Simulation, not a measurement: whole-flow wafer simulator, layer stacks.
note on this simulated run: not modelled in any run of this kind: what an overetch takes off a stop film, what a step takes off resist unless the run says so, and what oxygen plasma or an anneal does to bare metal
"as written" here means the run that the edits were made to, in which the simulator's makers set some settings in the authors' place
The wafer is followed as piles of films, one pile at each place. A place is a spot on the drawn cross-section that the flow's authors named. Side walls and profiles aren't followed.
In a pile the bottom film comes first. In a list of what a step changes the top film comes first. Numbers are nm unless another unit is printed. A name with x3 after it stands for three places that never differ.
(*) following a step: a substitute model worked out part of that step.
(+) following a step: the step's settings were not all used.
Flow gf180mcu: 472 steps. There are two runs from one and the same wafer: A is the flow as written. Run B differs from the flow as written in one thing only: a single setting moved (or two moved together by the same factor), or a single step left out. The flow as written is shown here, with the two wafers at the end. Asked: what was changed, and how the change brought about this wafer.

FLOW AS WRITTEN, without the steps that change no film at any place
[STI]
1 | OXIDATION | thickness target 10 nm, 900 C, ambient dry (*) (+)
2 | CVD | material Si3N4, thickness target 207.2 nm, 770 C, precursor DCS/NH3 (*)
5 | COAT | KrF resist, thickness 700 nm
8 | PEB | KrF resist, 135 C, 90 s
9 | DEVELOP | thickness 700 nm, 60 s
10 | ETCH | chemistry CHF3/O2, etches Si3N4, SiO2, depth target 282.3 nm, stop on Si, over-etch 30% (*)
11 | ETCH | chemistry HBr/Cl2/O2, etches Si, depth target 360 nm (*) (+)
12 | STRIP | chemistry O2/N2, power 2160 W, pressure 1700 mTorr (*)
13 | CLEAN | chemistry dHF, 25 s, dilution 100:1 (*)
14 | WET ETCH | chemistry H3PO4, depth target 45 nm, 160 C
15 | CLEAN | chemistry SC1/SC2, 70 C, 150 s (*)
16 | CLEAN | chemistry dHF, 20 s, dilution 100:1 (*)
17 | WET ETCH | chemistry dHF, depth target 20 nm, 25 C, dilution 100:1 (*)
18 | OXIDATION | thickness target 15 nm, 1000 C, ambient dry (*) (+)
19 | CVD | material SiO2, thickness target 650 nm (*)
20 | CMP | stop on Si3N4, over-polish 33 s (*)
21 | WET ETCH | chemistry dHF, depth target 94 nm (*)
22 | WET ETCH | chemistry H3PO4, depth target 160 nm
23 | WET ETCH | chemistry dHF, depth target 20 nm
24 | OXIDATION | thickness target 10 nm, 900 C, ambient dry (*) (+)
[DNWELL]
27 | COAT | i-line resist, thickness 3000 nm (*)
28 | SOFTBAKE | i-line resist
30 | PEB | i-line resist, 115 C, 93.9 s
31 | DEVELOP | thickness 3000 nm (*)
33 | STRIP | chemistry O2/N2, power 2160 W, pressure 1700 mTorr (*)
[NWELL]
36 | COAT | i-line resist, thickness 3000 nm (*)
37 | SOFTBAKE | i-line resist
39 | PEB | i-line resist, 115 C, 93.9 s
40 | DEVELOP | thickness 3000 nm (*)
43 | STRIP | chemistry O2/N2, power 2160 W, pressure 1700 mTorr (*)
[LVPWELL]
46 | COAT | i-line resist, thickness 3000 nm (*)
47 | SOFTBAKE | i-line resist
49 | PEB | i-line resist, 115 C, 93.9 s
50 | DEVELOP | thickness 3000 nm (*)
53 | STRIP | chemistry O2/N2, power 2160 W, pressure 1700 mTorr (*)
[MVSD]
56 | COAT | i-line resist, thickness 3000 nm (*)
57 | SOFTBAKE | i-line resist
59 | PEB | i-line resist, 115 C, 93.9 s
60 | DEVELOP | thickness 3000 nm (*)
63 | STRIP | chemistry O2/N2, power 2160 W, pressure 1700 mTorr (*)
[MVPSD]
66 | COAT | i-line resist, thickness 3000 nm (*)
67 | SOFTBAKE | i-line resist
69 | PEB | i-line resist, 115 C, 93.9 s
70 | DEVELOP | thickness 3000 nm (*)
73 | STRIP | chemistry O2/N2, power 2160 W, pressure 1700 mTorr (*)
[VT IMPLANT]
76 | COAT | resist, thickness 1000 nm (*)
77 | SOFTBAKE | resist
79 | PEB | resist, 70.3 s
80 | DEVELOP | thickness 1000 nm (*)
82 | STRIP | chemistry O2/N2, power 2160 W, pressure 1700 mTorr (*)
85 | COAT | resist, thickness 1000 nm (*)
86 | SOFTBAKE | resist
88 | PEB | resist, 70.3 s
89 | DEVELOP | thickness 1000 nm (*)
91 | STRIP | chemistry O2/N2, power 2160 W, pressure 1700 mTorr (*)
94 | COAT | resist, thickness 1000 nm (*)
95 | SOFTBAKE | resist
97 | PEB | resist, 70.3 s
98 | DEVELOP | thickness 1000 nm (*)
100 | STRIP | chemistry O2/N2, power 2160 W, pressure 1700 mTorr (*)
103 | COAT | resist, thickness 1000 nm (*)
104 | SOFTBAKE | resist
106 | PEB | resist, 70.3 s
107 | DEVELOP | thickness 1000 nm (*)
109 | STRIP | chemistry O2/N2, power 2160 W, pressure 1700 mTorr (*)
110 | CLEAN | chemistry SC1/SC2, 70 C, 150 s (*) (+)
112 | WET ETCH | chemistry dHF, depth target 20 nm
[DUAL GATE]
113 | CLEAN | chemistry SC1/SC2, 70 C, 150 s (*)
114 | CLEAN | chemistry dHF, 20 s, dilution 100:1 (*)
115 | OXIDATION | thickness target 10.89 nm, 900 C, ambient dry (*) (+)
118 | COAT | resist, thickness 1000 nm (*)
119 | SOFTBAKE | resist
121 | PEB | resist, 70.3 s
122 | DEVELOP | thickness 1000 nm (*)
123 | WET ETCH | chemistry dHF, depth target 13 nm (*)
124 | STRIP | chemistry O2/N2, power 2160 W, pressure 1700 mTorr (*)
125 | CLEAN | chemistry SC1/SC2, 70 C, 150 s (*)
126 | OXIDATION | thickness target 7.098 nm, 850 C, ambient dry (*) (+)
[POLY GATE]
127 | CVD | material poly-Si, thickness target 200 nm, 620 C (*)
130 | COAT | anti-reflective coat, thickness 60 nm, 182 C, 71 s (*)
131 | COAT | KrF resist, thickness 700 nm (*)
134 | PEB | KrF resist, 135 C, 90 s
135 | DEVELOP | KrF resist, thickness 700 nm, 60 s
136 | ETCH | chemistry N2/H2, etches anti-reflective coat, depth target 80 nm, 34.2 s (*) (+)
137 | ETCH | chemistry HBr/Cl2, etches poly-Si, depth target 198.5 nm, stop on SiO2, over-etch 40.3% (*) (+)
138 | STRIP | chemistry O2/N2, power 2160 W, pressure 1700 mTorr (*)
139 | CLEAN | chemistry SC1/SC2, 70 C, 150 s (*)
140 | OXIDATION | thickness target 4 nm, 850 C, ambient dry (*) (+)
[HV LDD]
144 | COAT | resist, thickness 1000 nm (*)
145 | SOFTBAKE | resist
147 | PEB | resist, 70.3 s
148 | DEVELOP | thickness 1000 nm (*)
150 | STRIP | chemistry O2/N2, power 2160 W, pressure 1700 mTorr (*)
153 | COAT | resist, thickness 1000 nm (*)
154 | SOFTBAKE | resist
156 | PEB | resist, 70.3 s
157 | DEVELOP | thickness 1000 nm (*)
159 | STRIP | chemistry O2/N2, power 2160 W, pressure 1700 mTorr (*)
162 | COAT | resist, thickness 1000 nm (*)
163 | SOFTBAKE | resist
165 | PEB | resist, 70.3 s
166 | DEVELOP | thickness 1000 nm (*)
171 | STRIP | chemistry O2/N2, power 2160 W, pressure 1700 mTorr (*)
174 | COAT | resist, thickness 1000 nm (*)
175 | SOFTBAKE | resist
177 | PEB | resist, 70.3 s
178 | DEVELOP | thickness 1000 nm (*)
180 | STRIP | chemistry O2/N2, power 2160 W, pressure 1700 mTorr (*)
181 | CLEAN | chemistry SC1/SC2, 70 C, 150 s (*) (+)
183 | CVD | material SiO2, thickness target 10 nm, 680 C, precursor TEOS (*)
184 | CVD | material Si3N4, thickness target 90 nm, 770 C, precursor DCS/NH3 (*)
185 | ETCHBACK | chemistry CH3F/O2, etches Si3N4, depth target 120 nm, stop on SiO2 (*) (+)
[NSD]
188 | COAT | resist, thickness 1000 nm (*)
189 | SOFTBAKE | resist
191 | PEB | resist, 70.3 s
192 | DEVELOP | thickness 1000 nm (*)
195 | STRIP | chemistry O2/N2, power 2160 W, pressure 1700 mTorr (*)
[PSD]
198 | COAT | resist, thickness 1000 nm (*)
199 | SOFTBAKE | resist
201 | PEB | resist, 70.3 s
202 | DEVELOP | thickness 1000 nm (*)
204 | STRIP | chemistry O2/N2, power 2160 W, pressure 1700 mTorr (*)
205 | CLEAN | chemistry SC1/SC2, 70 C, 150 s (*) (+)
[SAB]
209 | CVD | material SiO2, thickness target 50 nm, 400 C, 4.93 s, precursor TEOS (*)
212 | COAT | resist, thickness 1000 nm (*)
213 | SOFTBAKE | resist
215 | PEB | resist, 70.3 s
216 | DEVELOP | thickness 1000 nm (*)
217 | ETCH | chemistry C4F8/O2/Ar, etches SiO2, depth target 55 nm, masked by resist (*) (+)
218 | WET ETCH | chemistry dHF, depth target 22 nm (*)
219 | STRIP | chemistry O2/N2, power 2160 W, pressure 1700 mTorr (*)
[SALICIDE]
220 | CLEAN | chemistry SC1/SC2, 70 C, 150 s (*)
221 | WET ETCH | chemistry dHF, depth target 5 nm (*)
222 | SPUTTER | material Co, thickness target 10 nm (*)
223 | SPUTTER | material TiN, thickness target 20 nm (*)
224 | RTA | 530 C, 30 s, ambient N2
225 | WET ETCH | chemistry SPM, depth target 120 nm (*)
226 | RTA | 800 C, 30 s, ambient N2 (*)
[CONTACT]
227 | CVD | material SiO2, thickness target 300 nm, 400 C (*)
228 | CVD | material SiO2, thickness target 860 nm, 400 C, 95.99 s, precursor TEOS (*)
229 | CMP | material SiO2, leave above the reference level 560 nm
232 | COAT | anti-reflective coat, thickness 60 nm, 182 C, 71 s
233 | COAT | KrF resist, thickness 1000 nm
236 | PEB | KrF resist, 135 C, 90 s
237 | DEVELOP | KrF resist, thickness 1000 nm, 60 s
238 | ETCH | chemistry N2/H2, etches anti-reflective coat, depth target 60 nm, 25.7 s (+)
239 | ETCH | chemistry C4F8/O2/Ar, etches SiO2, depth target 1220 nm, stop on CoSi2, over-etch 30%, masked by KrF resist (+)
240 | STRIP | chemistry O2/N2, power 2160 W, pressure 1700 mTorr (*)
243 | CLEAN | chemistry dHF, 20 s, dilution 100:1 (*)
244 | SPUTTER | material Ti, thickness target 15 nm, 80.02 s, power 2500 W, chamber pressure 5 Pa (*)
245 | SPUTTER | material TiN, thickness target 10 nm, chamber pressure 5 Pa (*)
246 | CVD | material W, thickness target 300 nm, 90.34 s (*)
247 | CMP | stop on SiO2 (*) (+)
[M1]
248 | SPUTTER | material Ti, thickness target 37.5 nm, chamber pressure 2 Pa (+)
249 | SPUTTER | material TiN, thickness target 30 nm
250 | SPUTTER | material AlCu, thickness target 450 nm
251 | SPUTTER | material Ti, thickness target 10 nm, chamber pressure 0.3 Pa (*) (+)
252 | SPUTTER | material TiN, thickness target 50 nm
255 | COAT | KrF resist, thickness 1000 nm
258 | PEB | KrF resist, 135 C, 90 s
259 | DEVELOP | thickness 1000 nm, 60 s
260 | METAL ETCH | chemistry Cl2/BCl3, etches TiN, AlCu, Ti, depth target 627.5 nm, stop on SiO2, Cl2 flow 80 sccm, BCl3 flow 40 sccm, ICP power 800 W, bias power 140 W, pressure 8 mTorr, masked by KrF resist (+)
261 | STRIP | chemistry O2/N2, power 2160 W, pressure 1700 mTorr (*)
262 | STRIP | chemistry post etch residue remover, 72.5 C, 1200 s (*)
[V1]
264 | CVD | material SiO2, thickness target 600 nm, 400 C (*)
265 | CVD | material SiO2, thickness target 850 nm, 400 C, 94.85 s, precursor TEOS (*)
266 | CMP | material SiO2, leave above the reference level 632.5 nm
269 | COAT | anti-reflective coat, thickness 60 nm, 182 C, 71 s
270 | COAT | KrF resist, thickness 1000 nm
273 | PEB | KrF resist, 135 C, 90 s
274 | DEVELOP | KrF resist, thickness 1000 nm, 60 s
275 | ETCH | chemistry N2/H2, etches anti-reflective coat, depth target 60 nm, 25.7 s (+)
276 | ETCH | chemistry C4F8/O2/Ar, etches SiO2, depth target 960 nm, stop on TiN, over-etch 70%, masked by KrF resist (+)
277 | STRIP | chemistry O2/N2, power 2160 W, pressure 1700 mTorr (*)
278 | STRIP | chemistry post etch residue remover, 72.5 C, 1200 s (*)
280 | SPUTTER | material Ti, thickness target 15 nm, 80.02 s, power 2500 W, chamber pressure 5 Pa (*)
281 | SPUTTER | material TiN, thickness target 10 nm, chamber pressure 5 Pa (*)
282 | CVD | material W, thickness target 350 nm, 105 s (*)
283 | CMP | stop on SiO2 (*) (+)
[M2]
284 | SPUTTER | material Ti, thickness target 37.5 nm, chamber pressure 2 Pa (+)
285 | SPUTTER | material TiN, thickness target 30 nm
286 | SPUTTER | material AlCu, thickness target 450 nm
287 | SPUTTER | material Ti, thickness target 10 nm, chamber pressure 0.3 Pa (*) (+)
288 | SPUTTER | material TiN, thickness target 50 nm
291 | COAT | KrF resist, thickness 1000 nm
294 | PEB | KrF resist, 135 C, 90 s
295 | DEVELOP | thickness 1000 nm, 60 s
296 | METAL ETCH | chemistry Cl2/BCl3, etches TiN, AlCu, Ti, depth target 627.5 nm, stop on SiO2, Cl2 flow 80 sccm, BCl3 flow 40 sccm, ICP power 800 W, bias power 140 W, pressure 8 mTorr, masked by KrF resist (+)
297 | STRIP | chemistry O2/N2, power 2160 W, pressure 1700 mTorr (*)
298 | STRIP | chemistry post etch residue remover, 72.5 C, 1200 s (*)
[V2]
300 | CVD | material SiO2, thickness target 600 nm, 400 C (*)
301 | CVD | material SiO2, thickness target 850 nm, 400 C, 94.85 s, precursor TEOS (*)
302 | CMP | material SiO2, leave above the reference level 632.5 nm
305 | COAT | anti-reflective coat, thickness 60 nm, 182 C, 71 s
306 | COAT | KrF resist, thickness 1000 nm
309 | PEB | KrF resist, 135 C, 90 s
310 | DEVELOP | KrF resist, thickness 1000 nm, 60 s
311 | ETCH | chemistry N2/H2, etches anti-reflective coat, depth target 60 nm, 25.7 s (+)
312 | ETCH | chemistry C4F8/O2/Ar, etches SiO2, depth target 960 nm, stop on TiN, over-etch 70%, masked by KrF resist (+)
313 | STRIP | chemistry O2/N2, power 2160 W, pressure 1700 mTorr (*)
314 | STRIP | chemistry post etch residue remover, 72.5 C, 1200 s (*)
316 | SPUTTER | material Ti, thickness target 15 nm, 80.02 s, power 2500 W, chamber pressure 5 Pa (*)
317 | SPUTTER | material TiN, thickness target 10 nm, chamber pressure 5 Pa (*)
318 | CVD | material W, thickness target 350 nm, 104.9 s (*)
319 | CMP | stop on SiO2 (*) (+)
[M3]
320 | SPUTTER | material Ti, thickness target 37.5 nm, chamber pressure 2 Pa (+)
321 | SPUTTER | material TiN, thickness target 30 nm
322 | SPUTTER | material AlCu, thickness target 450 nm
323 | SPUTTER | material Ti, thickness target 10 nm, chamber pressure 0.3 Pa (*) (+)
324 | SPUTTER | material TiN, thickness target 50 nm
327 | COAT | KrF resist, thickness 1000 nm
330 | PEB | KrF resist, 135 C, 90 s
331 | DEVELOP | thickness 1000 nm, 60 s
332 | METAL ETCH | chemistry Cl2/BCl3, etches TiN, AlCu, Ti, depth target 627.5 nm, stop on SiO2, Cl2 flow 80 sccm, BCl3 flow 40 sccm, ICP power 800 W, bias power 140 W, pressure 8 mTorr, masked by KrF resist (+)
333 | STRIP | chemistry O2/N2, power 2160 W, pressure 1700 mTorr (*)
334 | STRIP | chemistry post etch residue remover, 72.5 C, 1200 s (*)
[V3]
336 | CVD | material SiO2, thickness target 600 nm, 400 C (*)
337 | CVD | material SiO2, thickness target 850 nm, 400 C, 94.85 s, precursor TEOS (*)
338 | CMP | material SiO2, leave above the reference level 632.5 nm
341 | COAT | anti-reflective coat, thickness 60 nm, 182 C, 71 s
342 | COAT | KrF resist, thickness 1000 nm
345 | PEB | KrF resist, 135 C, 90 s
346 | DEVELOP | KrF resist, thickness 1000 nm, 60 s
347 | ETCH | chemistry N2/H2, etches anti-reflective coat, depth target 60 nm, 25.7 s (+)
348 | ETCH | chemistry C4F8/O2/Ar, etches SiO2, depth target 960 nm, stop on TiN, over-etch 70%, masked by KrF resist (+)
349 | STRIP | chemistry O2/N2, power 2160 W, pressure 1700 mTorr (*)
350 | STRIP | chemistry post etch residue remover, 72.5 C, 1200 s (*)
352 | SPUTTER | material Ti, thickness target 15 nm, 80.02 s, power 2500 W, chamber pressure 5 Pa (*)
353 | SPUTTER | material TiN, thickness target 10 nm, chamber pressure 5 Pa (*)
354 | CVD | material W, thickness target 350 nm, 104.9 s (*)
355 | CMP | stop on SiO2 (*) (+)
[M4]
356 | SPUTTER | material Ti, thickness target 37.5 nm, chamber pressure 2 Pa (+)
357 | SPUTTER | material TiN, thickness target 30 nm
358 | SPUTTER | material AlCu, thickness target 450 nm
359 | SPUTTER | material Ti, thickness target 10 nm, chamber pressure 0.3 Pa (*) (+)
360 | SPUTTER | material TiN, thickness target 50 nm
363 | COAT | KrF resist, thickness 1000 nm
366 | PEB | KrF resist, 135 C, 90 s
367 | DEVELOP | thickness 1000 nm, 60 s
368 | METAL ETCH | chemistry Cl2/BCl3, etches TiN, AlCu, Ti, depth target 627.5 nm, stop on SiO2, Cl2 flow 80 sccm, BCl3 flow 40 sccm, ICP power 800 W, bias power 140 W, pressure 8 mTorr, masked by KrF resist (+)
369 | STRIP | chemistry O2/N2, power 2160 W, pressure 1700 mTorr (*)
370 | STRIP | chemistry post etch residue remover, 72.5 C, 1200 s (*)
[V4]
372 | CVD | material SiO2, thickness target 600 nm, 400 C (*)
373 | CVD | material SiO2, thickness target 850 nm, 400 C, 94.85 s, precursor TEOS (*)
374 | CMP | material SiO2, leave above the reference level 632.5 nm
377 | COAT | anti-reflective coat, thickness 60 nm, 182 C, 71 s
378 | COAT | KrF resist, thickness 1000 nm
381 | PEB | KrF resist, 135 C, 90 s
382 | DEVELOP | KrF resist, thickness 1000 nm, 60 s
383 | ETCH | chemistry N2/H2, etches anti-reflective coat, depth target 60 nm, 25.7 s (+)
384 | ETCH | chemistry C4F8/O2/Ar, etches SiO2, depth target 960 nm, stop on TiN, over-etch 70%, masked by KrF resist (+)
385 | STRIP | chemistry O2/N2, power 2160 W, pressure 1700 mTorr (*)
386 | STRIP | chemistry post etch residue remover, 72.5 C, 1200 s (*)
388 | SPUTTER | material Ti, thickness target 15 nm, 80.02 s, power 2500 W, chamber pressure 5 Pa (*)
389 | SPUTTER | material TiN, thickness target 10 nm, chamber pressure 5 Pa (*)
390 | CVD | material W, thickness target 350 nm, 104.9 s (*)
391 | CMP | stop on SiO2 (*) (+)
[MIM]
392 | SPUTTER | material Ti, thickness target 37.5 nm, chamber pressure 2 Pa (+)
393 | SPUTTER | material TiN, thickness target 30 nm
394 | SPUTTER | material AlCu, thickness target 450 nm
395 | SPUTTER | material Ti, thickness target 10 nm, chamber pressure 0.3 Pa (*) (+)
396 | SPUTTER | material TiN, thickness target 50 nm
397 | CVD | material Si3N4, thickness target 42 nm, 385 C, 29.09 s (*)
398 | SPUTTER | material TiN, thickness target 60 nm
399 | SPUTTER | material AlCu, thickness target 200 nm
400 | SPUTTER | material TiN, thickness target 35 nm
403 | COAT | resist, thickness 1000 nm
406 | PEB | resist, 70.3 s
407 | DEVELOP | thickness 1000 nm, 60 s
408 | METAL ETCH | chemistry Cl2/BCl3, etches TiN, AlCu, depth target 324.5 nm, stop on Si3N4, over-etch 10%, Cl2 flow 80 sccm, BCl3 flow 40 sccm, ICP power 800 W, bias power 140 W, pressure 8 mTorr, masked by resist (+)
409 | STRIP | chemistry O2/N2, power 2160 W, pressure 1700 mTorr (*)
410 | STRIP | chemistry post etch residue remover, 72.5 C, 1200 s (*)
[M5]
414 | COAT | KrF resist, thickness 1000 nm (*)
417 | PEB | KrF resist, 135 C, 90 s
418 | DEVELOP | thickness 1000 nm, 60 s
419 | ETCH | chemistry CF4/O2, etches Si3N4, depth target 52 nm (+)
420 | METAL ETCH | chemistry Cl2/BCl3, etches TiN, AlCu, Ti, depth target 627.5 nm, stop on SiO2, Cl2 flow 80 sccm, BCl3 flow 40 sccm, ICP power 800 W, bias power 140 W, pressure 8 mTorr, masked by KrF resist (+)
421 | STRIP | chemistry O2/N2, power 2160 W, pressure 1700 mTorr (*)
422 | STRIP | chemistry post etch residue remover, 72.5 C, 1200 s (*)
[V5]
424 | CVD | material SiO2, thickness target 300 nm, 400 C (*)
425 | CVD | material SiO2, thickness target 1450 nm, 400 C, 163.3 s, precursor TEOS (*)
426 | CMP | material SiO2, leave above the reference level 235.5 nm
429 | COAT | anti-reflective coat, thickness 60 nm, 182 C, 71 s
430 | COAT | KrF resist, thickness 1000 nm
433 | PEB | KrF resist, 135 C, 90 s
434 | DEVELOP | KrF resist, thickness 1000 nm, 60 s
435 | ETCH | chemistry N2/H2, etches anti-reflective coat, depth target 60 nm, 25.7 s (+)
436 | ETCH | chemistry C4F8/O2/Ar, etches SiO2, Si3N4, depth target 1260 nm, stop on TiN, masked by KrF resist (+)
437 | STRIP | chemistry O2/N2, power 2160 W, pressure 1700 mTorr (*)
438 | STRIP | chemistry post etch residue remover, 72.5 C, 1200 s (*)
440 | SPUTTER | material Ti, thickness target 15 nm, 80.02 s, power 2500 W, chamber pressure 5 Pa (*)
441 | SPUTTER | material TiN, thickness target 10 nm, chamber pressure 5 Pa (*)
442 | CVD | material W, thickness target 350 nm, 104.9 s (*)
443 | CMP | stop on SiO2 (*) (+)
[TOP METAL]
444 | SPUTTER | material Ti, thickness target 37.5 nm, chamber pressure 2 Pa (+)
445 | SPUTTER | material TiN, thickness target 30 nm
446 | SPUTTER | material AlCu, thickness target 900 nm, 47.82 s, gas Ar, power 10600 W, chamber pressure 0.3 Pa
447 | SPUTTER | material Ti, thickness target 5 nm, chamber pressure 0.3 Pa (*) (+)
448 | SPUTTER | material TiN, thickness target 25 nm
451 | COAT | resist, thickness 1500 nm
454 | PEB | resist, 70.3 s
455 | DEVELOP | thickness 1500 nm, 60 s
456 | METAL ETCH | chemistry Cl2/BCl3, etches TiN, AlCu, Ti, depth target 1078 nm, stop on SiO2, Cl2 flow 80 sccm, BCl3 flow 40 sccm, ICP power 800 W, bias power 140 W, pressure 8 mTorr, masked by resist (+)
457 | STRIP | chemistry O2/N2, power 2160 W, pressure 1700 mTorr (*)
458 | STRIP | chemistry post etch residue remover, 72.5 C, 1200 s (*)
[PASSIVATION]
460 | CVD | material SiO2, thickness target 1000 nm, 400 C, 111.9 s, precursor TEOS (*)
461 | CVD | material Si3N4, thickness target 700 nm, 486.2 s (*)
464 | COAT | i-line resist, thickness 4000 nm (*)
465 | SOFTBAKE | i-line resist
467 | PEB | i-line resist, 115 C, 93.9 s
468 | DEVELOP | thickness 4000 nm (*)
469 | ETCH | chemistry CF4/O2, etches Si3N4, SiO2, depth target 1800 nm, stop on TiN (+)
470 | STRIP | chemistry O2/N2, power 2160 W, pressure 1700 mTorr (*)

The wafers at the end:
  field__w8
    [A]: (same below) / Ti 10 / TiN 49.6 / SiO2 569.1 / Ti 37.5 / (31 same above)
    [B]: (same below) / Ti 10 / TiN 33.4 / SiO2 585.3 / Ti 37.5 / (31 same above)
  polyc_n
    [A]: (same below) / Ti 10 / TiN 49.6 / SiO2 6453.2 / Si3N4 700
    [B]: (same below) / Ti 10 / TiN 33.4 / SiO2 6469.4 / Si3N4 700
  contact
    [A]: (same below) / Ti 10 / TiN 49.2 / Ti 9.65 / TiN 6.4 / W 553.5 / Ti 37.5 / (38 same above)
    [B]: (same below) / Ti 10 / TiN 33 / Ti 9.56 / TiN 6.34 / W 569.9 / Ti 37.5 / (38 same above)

The reason: step 252, SPUTTER: thickness target 33.8 nm was run, though the flow has thickness target 50 nm.

Step by step, how the change led to this:
  252 | SPUTTER | material TiN, thickness target 50 nm
      field, field__w1, field__w2 and 108 more: A +50 TiN (new film) | B +33.8 TiN (new film)
  260 | METAL ETCH | chemistry Cl2/BCl3, etches TiN, AlCu, Ti, depth target 627.5 nm, stop on SiO2, Cl2 flow 80 sccm, BCl3 flow 40 sccm, ICP power 800 W, bias power 140 W, pressure 8 mTorr, masked by KrF resist (+)
      field, field__w1, field__w2 and 99 more: A -50 TiN (all of it), -10 Ti (all of it), -450 AlCu (all of it), -30 TiN (all of it), -37.5 Ti (all of it) | B -33.8 TiN (all of it), -10 Ti (all of it), -450 AlCu (all of it), -30 TiN (all of it), -37.5 Ti (all of it)
  276 | ETCH | chemistry C4F8/O2/Ar, etches SiO2, depth target 960 nm, stop on TiN, over-etch 70%, masked by KrF resist (+)
      contact: A -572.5 SiO2 (all of it) | B -588.7 SiO2 (all of it)
